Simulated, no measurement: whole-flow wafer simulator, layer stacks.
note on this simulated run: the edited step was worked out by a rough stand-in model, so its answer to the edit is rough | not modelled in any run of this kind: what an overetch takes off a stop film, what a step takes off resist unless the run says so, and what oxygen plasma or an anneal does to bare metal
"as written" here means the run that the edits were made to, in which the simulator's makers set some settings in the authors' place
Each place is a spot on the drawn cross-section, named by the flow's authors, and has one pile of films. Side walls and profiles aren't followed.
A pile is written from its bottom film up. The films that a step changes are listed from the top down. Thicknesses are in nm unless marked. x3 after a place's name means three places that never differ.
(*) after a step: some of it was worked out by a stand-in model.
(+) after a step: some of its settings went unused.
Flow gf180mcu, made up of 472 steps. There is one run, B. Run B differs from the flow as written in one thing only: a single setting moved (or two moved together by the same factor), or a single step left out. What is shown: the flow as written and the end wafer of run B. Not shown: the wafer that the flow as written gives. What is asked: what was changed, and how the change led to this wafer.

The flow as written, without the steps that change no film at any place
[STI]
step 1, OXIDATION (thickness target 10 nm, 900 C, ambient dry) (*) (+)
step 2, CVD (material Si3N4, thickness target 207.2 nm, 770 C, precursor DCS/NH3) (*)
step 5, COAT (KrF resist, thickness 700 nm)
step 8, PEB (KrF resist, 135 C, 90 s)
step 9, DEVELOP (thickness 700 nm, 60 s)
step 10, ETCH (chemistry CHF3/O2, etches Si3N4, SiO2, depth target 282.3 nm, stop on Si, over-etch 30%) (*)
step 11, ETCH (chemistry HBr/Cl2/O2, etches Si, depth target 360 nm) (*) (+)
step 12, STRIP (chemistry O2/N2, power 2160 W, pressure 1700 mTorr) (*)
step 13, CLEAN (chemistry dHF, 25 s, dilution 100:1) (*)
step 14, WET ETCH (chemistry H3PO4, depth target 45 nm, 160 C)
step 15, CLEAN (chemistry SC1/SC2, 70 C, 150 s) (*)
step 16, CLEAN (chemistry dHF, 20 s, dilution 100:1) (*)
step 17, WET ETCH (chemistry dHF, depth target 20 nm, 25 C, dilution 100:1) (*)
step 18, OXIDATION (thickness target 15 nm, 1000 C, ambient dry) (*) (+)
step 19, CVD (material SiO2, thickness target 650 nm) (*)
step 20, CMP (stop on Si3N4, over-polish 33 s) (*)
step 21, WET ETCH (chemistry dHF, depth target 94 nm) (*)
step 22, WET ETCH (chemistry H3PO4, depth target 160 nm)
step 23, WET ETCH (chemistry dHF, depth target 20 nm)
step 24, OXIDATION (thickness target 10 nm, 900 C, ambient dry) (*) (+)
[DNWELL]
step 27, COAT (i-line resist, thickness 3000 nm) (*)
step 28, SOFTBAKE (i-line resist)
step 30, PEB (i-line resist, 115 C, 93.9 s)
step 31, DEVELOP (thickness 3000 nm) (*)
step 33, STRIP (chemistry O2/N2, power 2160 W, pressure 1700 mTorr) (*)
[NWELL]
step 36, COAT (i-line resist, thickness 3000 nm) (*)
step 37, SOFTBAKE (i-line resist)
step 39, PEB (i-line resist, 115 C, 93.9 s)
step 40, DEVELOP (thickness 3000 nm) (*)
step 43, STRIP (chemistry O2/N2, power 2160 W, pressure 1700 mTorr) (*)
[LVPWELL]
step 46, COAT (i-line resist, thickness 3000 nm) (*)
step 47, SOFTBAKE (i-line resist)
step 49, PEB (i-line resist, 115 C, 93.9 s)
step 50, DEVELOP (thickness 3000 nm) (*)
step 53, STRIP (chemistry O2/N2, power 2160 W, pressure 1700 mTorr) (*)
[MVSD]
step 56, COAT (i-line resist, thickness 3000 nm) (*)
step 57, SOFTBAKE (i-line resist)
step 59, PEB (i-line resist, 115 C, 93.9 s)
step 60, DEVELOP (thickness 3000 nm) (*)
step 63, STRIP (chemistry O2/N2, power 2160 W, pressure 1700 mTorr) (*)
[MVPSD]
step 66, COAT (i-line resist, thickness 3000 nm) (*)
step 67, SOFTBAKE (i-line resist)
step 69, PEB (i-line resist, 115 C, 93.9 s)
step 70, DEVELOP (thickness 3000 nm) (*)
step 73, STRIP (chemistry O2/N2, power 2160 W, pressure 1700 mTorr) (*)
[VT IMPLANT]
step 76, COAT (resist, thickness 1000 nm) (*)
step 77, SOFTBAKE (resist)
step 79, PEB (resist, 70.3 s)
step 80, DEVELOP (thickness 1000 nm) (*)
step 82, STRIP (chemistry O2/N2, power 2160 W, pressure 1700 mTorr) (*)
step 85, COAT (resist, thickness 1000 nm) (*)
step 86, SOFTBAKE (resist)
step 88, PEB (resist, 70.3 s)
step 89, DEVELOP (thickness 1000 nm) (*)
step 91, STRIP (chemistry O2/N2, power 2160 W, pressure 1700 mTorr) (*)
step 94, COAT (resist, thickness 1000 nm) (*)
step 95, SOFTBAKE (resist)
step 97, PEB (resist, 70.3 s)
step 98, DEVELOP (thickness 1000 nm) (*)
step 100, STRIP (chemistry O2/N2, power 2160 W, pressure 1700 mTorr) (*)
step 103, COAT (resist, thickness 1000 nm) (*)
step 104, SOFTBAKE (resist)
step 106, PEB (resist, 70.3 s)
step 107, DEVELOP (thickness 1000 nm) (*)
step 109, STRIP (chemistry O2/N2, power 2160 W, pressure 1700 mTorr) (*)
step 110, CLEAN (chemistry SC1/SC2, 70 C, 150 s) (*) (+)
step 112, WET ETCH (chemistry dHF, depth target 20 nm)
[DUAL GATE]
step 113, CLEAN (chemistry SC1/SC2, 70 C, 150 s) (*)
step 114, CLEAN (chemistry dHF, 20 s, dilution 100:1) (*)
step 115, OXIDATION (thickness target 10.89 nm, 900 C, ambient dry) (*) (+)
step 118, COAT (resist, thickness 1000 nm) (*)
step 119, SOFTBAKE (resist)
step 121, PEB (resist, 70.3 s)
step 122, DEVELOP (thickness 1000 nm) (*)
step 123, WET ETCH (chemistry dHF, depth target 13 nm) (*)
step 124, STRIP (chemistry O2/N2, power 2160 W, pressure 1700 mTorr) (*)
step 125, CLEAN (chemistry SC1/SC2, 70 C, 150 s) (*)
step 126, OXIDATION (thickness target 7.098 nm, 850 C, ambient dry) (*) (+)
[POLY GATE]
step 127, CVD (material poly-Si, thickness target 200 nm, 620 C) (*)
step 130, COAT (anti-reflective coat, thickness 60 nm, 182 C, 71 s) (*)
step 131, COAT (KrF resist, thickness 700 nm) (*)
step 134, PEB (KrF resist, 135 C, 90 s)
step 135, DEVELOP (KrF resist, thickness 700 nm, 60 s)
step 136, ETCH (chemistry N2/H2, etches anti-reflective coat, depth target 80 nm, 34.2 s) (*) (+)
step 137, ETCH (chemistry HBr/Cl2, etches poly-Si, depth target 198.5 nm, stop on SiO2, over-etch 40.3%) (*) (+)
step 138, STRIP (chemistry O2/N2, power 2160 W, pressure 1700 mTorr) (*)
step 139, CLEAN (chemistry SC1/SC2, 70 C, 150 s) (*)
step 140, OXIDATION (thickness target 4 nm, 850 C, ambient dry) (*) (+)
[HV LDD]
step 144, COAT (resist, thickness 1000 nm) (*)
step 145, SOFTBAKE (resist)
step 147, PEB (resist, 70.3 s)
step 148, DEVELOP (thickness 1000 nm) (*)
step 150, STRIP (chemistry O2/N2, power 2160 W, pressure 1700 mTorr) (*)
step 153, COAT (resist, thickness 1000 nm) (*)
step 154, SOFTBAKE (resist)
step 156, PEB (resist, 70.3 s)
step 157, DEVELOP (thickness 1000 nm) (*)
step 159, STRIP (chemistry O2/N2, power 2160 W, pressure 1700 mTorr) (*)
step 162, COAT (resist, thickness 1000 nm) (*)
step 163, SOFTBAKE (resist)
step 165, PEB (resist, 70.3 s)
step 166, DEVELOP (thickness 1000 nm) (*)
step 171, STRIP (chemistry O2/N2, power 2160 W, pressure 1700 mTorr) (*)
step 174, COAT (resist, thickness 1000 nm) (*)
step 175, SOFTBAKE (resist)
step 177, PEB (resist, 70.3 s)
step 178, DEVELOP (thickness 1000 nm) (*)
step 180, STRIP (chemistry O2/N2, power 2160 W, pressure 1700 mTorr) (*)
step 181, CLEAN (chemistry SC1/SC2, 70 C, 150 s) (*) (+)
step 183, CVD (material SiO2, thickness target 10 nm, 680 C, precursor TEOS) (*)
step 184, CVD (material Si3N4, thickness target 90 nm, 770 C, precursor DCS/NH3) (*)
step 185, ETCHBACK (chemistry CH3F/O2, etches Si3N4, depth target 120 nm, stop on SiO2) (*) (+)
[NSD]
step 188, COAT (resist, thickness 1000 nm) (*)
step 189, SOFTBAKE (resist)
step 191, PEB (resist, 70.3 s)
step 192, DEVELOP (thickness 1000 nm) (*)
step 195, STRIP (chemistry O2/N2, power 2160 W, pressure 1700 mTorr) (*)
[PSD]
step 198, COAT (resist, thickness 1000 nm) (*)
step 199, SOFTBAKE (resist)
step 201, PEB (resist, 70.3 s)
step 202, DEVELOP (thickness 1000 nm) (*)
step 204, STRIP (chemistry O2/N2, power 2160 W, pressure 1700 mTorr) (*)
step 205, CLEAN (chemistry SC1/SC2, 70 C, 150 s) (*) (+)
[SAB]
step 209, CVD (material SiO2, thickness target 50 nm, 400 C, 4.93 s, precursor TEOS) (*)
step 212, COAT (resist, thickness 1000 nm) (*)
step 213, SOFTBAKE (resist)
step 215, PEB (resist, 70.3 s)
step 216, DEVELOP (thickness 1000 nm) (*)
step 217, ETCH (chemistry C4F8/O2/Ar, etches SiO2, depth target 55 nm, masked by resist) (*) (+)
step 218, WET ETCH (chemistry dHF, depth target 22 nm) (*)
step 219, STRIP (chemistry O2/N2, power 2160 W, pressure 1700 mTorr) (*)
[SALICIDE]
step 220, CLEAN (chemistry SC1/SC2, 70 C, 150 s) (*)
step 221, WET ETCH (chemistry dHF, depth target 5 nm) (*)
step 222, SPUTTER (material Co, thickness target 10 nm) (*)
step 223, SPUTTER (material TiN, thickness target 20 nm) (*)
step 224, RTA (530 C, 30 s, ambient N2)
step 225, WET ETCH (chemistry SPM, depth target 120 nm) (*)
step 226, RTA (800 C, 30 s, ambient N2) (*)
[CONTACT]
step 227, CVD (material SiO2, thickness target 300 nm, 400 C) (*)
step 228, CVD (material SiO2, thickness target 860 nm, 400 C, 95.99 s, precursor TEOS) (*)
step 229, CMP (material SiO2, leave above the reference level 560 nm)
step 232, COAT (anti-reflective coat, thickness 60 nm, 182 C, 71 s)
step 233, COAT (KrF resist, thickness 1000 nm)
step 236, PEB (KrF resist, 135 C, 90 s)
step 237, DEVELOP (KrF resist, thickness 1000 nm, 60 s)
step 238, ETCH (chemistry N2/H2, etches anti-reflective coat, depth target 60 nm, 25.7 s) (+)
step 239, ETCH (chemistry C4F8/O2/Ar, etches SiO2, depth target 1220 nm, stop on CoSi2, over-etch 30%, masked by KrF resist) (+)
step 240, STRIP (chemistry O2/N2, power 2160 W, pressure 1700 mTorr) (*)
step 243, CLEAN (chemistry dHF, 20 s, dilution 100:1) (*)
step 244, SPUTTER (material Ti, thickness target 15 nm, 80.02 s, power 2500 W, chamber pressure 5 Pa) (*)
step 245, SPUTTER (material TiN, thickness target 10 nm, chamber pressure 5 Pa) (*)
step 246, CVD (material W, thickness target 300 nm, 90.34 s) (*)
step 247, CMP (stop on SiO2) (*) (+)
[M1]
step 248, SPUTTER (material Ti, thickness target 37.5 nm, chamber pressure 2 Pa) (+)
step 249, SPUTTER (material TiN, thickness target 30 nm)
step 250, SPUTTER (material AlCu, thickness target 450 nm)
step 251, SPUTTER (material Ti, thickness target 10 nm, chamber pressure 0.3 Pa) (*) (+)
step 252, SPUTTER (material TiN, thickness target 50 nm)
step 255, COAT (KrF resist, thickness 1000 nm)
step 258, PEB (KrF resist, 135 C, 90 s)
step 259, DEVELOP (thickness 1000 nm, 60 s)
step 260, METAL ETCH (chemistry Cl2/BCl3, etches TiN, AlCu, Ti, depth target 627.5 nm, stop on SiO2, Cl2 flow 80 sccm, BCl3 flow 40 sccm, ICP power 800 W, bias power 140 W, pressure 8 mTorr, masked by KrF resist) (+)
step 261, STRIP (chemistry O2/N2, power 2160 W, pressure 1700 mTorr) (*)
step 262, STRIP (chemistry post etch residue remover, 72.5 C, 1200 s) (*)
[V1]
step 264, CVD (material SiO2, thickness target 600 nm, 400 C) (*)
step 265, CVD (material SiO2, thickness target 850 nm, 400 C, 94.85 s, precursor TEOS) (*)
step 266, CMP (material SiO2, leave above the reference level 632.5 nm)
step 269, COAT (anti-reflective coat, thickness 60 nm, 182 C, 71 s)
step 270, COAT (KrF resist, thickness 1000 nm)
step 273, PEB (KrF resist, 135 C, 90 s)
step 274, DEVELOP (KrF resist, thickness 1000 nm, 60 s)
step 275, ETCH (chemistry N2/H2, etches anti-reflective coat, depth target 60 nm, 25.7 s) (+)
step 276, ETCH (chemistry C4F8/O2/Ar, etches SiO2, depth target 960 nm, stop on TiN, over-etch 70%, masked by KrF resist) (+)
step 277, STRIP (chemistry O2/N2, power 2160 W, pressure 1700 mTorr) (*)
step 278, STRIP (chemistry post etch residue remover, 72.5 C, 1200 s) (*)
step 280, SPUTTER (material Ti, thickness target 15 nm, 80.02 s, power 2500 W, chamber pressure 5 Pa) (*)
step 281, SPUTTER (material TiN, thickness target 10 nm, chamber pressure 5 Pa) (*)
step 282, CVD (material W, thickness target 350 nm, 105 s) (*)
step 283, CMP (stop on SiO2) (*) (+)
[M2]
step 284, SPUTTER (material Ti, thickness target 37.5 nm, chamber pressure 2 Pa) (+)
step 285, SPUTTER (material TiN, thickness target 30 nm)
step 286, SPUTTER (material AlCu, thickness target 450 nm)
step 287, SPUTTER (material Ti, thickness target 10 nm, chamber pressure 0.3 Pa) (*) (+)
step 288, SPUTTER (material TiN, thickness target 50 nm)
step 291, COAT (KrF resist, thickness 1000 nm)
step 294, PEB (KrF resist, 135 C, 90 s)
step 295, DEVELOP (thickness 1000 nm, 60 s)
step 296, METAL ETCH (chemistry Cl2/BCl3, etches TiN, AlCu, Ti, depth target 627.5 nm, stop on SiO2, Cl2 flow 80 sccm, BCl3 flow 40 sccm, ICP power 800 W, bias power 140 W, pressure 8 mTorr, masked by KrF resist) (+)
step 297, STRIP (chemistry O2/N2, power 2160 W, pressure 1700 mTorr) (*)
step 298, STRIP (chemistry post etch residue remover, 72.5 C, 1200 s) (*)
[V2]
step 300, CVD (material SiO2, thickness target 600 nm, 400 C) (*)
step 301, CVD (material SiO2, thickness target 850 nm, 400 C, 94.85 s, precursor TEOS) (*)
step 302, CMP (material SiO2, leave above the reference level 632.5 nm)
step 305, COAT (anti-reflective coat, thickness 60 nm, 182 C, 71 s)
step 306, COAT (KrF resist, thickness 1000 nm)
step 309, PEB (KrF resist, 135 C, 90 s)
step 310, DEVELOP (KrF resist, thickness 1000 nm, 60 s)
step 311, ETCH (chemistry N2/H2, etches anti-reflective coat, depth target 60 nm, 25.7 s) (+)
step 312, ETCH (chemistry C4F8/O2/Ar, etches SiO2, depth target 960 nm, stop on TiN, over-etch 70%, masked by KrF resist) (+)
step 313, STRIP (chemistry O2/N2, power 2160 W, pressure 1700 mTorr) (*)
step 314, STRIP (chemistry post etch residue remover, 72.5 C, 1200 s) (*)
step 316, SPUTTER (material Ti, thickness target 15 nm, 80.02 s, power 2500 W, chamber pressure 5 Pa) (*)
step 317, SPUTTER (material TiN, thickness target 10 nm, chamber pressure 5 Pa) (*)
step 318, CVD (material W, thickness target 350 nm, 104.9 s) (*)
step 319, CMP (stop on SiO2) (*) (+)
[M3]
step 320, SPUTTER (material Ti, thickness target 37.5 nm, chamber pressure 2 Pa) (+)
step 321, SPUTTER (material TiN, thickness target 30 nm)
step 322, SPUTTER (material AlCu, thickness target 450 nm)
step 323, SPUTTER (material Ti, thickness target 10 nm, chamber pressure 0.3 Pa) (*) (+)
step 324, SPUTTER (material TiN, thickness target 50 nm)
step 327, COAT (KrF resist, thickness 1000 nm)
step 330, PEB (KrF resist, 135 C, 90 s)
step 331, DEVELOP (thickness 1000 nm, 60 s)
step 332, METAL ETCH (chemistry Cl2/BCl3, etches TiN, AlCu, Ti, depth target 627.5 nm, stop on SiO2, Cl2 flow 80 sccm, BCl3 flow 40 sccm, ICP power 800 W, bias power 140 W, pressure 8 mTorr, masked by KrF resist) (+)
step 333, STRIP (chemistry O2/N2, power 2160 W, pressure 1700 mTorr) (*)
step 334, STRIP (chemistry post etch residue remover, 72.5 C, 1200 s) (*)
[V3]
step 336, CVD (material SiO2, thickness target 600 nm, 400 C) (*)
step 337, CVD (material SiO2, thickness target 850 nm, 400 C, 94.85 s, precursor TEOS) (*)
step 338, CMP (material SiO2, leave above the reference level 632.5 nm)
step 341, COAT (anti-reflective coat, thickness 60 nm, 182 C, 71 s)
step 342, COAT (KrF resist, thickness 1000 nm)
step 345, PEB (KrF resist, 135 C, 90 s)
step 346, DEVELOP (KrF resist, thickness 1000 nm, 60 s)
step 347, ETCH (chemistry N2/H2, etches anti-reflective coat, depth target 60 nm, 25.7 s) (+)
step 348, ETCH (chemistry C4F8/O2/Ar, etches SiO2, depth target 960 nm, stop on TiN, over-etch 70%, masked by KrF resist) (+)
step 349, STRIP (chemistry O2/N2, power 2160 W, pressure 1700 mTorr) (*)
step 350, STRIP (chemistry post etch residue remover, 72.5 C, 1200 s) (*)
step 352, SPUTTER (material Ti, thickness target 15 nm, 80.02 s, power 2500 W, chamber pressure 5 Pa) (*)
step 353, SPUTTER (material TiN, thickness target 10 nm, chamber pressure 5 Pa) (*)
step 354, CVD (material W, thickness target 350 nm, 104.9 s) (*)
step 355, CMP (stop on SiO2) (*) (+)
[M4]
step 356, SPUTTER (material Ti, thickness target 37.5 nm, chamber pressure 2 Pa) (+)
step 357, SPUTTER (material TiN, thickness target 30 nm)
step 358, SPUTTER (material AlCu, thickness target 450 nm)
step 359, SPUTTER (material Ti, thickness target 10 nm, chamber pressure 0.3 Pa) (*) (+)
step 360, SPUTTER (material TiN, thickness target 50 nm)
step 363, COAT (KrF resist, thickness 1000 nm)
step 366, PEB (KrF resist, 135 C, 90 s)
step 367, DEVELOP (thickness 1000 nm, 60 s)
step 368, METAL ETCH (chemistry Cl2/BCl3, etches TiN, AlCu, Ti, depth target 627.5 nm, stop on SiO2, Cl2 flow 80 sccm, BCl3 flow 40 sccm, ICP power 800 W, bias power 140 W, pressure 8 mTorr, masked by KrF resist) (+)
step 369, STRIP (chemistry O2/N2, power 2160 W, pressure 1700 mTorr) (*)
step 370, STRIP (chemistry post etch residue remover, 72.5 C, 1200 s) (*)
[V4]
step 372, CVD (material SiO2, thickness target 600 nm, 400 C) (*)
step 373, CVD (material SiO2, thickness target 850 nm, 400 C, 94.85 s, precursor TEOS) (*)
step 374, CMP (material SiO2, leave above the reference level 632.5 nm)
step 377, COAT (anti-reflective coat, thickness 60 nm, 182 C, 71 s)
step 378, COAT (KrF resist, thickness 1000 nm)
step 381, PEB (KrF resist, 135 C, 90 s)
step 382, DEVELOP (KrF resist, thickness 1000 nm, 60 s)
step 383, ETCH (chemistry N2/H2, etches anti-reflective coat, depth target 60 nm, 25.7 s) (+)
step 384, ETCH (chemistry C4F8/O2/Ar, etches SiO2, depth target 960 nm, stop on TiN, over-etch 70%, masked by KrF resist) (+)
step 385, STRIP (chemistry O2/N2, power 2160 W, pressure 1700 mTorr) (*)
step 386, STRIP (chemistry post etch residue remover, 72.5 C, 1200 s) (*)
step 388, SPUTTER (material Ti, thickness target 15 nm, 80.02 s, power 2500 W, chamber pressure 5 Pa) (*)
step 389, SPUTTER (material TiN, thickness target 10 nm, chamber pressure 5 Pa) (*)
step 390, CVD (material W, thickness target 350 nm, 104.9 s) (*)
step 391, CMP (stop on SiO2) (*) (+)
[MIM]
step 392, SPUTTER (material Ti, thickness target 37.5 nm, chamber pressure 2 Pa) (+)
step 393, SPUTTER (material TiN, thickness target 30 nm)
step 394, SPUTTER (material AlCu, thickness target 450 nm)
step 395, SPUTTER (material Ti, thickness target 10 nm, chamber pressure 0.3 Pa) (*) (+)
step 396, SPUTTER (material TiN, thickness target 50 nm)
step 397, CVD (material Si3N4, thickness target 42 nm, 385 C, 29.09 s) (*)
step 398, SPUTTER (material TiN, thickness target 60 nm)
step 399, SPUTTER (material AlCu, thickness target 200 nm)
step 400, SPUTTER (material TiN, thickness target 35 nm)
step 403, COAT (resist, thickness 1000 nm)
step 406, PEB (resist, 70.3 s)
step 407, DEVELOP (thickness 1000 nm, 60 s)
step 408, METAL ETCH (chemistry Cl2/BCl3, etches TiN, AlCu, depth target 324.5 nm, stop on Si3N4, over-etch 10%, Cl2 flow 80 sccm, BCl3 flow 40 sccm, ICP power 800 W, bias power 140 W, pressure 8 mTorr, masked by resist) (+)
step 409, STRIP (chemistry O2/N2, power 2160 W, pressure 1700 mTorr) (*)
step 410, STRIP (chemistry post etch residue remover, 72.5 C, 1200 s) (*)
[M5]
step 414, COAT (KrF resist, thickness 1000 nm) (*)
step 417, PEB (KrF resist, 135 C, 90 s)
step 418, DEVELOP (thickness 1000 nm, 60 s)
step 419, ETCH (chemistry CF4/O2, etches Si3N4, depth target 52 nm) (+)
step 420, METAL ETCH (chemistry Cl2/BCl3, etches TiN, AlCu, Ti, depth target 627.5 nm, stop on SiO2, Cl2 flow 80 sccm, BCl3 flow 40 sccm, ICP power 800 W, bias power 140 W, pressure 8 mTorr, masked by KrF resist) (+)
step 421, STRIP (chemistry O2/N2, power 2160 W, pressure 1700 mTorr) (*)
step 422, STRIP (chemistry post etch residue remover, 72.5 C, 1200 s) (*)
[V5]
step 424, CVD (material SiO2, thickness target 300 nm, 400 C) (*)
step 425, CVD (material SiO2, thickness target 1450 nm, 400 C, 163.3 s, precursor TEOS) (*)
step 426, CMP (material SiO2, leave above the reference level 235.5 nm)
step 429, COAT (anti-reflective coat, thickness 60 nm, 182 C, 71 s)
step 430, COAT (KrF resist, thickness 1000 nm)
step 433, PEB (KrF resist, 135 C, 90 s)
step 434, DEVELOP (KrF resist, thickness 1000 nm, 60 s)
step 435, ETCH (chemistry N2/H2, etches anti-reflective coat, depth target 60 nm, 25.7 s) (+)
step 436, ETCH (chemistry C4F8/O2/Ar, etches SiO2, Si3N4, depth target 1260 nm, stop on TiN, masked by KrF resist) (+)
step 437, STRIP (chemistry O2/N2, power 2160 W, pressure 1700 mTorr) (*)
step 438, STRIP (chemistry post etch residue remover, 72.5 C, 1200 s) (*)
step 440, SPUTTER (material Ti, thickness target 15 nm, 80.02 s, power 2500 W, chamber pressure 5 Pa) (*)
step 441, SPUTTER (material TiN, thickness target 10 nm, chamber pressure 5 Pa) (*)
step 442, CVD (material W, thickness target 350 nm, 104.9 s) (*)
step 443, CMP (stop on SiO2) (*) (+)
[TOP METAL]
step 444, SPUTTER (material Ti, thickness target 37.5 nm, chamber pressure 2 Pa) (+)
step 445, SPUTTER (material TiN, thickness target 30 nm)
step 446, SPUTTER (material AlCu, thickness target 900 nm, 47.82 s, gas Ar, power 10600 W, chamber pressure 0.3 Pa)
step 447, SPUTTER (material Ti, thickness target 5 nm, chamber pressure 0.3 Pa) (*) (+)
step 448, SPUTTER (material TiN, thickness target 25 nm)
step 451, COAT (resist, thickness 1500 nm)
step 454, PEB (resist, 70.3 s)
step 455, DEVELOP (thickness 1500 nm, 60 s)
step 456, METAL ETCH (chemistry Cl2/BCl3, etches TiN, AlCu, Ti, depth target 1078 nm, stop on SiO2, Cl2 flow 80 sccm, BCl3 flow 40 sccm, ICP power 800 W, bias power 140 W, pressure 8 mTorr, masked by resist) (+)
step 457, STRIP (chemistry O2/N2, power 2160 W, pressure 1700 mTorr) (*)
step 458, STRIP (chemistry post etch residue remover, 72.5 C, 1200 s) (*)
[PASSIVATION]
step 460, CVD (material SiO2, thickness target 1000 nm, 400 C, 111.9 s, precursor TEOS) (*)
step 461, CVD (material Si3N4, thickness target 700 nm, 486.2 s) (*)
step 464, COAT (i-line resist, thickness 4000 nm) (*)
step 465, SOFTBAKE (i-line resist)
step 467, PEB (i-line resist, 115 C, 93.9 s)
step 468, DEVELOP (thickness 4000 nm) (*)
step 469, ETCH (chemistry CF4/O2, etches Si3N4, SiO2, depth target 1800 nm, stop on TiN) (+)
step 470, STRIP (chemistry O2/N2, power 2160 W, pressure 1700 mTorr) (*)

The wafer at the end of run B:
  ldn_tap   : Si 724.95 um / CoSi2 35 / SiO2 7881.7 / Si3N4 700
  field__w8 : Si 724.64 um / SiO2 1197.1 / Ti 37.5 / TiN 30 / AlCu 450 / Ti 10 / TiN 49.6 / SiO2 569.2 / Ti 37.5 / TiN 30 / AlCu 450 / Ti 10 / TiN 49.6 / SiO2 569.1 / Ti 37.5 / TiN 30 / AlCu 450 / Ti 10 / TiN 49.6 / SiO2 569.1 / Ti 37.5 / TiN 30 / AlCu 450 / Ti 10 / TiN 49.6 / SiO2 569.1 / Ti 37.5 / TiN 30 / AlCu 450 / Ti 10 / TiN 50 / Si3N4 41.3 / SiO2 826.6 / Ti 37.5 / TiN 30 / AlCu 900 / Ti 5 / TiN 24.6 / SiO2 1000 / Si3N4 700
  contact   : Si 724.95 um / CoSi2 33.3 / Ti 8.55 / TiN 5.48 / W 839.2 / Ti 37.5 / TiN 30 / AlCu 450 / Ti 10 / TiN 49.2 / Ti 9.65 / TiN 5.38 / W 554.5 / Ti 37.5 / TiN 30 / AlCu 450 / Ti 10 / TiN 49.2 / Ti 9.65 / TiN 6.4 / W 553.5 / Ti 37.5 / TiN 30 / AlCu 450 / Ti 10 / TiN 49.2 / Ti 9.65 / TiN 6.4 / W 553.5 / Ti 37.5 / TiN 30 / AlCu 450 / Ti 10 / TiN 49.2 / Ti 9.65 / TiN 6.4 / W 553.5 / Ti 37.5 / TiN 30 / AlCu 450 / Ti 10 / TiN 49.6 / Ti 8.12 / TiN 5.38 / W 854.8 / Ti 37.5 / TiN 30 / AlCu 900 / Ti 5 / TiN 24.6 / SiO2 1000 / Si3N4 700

The reason: step 281, SPUTTER: thickness target 8.4 nm was run, whereas the flow has thickness target 10 nm.

The path from the change to this, step by step:
  step 281, SPUTTER (material TiN, thickness target 10 nm, chamber pressure 5 Pa) (*)
      field, field__w1, field__w2 and 107 more: +8.4 TiN (new film) (it would be, as written: +10 TiN (new film))
      contact: +5.38 TiN (new film) (it would be, as written: +6.4 TiN (new film))
  step 283, CMP (stop on SiO2) (*) (+)
      field, field__w1, field__w2 and 107 more: -350 W (all of it), -8.4 TiN (all of it), -15 Ti (all of it), -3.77 SiO2 (it would be, as written: -350 W (all of it), -10 TiN (all of it), -15 Ti (all of it), -3.78 SiO2)
